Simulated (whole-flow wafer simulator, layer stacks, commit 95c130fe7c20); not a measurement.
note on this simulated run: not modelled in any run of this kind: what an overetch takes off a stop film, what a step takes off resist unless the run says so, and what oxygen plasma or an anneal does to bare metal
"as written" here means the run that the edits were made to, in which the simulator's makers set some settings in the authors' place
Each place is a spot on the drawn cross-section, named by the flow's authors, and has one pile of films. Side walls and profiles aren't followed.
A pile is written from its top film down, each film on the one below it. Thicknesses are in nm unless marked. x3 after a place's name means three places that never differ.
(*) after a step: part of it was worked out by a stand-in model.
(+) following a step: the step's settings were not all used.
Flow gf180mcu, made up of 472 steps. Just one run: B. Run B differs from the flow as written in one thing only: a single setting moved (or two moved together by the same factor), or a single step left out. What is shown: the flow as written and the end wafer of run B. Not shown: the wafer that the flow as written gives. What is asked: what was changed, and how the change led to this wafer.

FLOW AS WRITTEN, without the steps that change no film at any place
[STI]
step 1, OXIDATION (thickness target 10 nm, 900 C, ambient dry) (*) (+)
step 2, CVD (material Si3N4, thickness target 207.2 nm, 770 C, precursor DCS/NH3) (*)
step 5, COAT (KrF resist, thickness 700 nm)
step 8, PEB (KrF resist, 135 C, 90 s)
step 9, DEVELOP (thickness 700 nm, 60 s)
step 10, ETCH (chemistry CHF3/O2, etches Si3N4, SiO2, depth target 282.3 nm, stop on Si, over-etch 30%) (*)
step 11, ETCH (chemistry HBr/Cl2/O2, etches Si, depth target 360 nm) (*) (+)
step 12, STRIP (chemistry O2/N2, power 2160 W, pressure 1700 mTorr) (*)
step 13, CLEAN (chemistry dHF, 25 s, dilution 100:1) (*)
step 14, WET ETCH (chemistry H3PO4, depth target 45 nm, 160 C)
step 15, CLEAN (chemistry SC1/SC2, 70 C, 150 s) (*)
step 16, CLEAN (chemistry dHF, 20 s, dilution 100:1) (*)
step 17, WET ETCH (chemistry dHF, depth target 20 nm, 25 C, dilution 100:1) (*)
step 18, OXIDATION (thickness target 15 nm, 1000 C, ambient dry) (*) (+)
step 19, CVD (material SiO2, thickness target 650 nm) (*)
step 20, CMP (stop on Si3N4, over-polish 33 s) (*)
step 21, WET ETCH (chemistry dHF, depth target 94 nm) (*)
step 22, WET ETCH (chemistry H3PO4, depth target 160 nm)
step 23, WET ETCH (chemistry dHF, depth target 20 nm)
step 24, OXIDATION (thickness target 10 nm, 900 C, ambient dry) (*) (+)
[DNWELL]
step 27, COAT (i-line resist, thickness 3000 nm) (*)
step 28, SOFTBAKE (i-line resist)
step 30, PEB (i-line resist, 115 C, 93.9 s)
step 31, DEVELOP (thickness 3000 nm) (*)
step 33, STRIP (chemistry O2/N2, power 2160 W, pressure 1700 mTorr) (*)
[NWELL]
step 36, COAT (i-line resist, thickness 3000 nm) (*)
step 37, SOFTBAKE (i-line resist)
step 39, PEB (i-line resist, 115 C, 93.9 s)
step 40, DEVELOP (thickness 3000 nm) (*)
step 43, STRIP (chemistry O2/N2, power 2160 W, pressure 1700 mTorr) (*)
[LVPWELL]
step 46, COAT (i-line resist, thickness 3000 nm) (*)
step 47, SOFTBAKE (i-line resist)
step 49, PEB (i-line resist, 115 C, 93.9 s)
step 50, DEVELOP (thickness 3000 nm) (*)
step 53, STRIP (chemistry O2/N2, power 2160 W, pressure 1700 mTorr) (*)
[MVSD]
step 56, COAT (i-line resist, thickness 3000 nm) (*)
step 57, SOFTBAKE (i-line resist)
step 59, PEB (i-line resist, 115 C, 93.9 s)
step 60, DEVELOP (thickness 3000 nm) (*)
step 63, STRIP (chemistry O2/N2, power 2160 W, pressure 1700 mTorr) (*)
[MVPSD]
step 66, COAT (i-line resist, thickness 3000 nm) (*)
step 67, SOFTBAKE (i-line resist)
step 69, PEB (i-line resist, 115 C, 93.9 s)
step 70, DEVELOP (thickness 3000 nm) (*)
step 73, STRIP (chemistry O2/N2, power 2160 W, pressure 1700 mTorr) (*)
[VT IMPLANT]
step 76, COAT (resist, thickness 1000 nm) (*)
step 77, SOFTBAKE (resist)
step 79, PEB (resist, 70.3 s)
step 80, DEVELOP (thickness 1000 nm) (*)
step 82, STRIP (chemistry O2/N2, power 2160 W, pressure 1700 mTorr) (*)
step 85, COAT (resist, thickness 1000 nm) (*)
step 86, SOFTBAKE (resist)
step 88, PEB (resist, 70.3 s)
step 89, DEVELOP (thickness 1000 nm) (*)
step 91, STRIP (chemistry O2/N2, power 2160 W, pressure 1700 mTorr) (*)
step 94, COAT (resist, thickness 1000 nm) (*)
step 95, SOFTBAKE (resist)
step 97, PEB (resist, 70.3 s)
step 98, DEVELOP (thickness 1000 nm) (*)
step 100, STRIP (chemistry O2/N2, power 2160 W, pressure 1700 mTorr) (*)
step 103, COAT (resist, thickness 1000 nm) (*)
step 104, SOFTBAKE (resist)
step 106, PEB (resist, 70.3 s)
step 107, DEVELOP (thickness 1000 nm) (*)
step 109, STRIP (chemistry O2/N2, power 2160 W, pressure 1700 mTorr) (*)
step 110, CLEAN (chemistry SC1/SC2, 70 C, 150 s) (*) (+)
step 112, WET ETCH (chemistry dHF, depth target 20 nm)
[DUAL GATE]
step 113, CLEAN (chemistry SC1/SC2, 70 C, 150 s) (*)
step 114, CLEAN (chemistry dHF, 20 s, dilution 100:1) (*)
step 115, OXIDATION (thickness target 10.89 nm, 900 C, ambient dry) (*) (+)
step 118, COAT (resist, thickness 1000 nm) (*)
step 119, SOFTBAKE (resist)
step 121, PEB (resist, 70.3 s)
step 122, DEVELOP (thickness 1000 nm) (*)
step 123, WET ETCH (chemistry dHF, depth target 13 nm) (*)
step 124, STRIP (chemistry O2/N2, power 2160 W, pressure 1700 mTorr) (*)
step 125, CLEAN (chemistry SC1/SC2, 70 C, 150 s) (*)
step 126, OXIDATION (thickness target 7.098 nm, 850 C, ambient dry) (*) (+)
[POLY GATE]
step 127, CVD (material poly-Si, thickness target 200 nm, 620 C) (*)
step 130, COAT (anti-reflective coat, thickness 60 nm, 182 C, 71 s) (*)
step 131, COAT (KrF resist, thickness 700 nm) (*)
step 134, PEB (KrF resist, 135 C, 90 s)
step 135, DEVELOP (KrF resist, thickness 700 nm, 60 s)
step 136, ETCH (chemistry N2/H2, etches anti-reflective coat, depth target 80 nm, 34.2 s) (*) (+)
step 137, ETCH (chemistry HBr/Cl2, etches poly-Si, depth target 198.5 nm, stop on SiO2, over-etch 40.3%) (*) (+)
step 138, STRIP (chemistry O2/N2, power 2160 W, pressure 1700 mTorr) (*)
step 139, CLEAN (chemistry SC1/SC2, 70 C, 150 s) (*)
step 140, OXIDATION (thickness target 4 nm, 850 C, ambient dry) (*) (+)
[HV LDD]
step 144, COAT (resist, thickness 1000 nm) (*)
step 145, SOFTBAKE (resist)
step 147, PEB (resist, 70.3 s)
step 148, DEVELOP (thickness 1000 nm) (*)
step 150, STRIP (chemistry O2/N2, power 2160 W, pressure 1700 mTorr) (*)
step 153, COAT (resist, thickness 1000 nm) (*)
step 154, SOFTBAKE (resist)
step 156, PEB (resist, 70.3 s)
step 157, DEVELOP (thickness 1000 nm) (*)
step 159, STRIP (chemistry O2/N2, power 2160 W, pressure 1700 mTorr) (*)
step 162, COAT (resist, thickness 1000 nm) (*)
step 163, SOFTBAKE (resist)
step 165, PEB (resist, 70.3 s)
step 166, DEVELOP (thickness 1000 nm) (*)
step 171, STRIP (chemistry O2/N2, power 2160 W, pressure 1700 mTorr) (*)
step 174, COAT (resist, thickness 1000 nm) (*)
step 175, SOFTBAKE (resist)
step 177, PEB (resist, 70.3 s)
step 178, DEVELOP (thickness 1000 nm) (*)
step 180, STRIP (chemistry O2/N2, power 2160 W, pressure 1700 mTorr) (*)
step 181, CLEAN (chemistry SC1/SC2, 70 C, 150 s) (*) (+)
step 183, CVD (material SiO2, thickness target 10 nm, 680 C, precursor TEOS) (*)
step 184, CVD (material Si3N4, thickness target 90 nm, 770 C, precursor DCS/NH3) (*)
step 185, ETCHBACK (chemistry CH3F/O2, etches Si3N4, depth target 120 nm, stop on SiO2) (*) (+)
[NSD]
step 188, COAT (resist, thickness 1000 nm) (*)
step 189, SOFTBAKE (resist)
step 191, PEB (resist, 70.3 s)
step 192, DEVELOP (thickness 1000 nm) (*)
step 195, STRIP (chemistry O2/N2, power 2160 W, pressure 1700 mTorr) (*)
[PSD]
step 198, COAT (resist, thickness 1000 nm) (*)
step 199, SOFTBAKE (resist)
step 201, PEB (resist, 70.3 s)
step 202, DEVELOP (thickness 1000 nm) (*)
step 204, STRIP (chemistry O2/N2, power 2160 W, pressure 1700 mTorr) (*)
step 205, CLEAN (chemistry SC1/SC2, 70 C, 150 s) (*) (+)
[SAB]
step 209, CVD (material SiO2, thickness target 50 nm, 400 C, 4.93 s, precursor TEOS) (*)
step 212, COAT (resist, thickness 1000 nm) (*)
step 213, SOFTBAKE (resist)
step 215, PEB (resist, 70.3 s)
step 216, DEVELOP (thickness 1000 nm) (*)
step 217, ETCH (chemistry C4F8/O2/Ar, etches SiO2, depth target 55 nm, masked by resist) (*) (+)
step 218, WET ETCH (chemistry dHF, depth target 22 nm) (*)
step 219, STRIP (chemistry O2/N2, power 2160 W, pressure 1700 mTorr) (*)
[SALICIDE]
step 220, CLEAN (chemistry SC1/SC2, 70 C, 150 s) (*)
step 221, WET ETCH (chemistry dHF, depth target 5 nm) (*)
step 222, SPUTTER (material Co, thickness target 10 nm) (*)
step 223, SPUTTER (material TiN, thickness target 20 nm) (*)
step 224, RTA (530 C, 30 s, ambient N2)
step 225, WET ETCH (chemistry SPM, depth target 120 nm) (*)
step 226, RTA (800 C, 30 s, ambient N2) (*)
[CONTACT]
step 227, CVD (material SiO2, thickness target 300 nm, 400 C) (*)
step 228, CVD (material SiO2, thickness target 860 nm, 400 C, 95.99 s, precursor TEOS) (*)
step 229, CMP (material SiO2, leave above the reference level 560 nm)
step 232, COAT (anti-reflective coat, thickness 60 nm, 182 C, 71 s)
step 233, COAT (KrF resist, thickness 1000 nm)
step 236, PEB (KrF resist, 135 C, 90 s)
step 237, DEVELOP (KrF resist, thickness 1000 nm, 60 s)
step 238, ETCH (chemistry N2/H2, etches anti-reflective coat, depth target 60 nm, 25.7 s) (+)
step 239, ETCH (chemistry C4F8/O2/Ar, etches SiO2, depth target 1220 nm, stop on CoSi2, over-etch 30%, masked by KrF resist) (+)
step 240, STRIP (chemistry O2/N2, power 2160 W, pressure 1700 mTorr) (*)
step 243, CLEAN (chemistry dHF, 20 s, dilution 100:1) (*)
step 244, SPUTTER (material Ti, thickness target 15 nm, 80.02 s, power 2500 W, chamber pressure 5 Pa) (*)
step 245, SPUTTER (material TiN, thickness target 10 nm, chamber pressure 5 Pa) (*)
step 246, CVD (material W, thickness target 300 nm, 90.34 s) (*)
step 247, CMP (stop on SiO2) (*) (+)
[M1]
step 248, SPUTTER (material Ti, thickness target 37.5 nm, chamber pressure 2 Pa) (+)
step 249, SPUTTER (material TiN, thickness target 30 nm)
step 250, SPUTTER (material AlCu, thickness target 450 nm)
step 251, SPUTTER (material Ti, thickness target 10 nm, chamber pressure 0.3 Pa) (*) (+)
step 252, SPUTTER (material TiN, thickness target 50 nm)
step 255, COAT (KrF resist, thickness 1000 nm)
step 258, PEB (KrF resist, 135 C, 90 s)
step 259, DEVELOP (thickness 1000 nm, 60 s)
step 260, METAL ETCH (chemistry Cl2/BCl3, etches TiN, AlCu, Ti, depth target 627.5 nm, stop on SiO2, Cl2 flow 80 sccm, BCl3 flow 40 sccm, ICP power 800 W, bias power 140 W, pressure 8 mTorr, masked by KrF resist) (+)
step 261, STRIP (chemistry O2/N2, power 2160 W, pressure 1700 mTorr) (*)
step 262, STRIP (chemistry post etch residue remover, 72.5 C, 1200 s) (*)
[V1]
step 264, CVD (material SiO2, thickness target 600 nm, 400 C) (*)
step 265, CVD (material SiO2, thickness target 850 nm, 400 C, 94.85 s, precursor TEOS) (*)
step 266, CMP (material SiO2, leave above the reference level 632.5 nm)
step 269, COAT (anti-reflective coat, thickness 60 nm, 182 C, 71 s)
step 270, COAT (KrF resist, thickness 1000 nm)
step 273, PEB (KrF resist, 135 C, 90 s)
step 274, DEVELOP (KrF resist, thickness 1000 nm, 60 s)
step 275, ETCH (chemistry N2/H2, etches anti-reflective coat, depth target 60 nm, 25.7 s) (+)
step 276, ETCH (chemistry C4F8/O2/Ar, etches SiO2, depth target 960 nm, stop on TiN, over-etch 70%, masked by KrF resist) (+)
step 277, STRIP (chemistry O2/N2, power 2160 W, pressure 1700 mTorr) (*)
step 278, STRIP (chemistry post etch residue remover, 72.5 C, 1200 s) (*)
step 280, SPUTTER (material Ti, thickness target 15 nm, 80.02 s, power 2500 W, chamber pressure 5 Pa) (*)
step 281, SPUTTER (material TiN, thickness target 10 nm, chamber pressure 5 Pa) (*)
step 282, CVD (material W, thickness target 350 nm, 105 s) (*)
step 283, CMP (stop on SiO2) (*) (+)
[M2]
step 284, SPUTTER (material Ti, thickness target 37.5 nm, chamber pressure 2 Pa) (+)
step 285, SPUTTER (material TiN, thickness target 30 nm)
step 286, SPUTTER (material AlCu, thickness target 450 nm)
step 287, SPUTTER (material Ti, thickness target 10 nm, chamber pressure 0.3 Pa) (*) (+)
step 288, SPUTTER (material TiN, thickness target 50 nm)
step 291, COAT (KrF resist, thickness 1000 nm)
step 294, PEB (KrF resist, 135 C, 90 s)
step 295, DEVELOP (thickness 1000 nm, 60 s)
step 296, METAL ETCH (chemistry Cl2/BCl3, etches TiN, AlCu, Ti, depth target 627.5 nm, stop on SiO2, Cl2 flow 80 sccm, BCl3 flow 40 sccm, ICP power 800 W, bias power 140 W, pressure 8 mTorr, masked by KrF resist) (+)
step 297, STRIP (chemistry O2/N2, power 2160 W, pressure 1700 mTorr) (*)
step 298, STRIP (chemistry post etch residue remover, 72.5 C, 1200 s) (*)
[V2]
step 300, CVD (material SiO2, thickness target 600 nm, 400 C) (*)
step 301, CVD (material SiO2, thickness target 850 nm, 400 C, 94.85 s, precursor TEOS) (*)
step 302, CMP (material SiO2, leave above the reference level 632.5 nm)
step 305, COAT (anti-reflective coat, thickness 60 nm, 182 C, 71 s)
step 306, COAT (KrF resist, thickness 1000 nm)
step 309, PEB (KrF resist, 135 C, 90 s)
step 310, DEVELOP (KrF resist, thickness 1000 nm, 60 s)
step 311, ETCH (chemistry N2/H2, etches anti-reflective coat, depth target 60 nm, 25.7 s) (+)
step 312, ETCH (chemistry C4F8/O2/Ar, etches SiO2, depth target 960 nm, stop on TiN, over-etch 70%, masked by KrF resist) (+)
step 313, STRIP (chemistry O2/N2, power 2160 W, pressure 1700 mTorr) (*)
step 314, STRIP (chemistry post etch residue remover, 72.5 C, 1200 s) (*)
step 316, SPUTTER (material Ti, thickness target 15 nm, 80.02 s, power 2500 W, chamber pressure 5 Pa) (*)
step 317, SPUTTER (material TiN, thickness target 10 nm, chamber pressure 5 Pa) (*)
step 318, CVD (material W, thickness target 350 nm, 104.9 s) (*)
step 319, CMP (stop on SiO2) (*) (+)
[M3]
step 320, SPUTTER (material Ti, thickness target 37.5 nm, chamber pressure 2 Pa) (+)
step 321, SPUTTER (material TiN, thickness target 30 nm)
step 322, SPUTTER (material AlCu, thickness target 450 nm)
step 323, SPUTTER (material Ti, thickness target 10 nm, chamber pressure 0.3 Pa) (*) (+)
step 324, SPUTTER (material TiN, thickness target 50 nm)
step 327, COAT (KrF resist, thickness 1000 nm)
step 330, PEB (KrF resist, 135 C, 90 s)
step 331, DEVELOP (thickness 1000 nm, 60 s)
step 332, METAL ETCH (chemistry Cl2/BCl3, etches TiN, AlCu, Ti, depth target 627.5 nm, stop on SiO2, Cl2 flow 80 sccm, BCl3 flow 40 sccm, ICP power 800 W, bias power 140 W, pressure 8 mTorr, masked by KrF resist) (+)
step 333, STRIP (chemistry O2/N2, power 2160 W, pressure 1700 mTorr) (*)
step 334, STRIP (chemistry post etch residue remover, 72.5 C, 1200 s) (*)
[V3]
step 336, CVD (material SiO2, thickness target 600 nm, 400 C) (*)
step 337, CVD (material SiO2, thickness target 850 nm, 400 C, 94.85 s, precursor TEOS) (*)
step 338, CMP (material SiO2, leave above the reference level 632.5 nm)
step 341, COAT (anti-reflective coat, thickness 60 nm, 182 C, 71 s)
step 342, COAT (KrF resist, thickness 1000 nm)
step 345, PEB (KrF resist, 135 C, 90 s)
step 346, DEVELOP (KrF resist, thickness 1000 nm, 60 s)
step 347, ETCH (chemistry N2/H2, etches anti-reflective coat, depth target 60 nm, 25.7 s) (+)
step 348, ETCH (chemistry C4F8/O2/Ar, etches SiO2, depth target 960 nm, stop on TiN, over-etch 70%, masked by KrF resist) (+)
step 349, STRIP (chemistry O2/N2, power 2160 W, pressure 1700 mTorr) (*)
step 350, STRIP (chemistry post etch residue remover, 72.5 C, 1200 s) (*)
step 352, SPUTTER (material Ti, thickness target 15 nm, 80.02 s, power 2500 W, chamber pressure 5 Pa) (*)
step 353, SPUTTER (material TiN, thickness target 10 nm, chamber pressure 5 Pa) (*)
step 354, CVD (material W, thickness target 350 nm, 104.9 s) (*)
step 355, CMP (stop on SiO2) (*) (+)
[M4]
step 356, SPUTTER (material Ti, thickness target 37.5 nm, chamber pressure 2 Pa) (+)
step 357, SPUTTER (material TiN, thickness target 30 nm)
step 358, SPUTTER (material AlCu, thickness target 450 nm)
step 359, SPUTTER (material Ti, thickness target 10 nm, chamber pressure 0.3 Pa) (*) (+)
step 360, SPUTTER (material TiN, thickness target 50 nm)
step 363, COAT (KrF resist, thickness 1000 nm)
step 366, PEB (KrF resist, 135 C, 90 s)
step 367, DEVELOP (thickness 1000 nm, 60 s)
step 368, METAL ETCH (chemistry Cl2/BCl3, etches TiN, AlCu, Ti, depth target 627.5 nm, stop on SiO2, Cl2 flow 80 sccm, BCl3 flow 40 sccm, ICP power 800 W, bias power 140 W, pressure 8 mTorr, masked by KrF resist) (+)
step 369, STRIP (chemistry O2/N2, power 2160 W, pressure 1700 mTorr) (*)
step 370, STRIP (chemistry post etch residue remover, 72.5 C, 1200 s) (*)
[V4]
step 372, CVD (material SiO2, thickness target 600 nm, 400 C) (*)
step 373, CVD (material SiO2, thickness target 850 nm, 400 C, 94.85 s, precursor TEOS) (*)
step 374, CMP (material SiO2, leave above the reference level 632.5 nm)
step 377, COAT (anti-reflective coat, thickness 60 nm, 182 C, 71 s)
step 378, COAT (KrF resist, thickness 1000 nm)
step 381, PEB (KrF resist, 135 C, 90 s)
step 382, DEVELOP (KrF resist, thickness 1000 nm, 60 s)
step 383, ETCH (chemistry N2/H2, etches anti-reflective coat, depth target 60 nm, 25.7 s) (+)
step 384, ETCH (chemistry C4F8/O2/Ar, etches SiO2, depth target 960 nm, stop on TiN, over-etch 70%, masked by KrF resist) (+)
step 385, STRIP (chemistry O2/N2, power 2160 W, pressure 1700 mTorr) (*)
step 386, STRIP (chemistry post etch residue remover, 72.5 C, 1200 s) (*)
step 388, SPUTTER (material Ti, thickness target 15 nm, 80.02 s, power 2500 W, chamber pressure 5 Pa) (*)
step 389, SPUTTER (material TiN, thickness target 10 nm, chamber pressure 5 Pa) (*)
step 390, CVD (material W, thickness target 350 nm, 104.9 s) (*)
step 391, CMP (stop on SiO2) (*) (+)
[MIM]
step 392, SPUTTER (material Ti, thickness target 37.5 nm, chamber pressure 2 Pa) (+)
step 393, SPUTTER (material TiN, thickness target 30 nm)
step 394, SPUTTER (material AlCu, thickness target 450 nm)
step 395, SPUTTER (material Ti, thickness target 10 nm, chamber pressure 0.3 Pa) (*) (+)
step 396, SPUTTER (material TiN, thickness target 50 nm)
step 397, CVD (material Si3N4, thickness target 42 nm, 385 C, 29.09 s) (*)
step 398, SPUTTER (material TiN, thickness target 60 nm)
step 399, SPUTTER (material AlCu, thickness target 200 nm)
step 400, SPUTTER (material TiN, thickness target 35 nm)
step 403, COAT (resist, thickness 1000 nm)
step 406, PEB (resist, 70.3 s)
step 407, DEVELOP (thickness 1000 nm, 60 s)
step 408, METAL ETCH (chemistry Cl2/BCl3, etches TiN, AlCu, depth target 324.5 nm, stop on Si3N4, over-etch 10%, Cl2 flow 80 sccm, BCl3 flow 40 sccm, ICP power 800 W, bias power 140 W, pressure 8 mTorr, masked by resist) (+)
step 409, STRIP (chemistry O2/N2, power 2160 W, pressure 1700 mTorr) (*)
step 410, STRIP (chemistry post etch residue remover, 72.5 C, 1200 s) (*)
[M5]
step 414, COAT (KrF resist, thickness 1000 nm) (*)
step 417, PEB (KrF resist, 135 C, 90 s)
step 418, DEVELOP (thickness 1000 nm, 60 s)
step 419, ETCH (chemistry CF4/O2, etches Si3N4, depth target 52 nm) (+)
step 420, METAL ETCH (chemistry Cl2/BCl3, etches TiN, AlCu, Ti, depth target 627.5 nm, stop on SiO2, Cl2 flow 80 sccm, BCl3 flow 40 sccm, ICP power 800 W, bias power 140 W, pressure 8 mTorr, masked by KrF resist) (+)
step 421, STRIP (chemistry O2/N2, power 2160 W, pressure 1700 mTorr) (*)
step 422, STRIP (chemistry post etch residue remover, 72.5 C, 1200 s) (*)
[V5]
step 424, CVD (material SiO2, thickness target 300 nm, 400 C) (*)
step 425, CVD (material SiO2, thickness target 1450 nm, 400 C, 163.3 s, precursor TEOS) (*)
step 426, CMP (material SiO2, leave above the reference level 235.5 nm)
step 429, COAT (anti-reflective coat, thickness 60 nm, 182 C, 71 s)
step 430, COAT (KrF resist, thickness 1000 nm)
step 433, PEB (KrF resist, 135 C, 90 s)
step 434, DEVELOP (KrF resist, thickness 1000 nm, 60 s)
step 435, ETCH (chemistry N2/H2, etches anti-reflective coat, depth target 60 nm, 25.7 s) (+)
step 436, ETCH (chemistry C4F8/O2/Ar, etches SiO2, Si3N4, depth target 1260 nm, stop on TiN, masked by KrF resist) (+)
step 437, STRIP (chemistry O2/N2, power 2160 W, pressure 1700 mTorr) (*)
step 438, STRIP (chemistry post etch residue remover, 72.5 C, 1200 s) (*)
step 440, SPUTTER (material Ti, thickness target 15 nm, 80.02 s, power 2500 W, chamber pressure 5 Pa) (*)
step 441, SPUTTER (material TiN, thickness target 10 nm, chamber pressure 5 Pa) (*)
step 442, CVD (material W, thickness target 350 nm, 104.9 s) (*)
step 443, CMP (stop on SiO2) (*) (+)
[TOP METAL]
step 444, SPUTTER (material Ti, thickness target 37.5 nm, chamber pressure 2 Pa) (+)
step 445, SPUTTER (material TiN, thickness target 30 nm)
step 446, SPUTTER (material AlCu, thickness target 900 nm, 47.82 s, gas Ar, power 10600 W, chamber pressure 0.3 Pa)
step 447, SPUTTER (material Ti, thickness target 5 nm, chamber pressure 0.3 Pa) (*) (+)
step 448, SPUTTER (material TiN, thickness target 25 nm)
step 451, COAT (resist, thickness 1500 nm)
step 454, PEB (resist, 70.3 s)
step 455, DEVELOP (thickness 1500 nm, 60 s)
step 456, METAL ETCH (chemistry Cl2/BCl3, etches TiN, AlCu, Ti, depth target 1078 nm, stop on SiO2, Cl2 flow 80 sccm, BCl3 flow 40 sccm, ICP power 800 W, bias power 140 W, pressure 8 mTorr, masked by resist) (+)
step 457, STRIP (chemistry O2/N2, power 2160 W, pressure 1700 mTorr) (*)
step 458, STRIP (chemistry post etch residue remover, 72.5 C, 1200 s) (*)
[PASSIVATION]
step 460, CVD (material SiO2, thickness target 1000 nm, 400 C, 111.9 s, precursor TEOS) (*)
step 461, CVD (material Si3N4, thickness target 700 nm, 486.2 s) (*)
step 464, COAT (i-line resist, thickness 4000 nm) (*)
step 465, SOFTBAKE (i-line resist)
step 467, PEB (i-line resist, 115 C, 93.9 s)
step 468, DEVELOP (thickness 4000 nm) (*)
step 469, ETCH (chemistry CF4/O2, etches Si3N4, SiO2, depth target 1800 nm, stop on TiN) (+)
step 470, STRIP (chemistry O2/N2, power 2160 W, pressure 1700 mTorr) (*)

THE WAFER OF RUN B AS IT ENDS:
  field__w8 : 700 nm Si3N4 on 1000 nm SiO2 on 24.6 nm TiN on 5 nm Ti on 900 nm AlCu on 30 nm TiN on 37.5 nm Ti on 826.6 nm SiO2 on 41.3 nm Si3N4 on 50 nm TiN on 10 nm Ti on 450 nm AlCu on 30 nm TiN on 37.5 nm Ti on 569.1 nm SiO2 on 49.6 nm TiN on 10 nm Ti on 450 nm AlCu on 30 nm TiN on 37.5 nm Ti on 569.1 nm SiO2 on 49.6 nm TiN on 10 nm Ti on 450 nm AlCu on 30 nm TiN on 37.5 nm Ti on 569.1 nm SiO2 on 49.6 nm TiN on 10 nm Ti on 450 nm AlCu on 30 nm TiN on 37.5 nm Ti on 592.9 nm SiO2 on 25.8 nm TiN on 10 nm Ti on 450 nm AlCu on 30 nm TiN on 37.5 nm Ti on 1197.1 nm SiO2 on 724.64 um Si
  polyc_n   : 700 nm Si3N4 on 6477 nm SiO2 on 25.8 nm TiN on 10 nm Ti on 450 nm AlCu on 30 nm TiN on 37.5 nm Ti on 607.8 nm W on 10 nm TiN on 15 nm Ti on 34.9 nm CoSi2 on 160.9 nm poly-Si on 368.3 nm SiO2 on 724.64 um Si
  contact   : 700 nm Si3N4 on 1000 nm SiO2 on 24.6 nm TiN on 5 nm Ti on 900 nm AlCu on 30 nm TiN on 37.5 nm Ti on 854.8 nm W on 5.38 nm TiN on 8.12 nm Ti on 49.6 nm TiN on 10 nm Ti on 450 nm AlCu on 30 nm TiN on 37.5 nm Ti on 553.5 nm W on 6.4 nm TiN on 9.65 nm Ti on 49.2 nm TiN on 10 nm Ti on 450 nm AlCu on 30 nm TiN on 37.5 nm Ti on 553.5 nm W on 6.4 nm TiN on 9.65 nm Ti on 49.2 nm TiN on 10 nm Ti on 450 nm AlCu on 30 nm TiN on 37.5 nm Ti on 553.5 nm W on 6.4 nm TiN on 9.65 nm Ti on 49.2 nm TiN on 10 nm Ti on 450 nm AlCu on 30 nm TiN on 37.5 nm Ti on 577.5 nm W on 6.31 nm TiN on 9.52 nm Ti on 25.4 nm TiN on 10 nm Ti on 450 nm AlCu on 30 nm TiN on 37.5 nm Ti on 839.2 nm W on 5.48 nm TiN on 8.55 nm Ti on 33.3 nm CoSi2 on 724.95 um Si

The reason: step 252, SPUTTER: thickness target 26.2 nm was run, whereas the flow has thickness target 50 nm.

The path from the change to this, step by step:
  step 252, SPUTTER (material TiN, thickness target 50 nm)
      field, field__w1, field__w2 and 108 more: TiN gains 26.2 (new film) (in the flow as written it would be: TiN gains 50 (new film))
  step 260, METAL ETCH (chemistry Cl2/BCl3, etches TiN, AlCu, Ti, depth target 627.5 nm, stop on SiO2, Cl2 flow 80 sccm, BCl3 flow 40 sccm, ICP power 800 W, bias power 140 W, pressure 8 mTorr, masked by KrF resist) (+)
      field, field__w1, field__w2 and 99 more: TiN loses 26.2 (all of it), Ti loses 10 (all of it), AlCu loses 450 (all of it), TiN loses 30 (all of it), Ti loses 37.5 (all of it) (in the flow as written it would be: TiN loses 50 (all of it), Ti loses 10 (all of it), AlCu loses 450 (all of it), TiN loses 30 (all of it), Ti loses 37.5 (all of it))
  step 266, CMP (material SiO2, leave above the reference level 632.5 nm)
      field__w8, contact, m1 and 6 more: SiO2 loses 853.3 (in the flow as written it would be: SiO2 loses 877.1)
  step 276, ETCH (chemistry C4F8/O2/Ar, etches SiO2, depth target 960 nm, stop on TiN, over-etch 70%, masked by KrF resist) (+)
      contact: SiO2 loses 596.3 (all of it) (in the flow as written it would be: SiO2 loses 572.5 (all of it))
  step 282, CVD (material W, thickness target 350 nm, 105 s) (*)
      contact: W gains 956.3 (new film) (in the flow as written it would be: W gains 932.3 (new film))
